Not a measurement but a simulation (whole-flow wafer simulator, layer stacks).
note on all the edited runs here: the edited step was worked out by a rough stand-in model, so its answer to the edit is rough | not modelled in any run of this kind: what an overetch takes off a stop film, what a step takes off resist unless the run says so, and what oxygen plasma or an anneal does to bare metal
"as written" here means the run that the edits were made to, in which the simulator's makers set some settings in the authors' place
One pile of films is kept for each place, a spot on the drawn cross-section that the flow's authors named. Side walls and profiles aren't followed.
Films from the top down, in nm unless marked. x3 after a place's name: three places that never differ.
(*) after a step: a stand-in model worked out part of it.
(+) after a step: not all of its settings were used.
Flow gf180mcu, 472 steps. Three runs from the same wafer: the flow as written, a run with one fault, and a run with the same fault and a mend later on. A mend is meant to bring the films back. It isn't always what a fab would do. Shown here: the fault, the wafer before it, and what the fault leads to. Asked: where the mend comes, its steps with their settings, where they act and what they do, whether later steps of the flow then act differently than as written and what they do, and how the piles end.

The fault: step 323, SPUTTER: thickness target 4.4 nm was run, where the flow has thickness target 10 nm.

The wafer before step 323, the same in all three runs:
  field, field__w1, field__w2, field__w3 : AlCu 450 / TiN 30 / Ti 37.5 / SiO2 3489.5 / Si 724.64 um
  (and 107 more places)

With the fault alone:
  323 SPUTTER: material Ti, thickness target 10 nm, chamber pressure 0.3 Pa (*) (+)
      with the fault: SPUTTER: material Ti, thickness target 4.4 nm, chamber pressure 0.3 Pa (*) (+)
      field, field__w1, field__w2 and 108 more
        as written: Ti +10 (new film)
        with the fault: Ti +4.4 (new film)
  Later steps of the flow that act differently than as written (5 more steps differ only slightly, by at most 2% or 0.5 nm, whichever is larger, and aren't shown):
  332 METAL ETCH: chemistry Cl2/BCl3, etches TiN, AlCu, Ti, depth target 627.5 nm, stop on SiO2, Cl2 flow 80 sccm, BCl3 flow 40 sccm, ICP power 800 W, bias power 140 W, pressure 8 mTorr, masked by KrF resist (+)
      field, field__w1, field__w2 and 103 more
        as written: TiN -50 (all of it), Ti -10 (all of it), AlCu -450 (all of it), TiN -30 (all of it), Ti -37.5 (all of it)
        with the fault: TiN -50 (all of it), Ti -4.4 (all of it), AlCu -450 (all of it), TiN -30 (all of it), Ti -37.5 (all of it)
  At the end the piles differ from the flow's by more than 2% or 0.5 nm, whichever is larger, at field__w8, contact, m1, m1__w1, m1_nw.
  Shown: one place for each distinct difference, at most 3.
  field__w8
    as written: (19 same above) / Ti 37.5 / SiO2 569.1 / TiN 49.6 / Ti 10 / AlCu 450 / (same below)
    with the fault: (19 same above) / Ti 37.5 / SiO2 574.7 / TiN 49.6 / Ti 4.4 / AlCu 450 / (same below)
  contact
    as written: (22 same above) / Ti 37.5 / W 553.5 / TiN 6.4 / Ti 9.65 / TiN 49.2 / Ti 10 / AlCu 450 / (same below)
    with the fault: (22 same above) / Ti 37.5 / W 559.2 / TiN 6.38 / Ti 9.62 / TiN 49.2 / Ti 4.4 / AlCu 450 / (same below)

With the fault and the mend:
  The mend comes after step 323.
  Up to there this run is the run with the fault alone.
  323a SPUTTER: material Ti, thickness target 5.6 nm, chamber pressure 0.3 Pa (*) (+) (the flow's step 323 once more, with other settings)
      field, field__w1, field__w2 and 108 more
        Ti +5.6
  No later step of the flow acts differently than as written at any place that is followed.
  At the end the piles are the same as the flow's at every place that both follow.
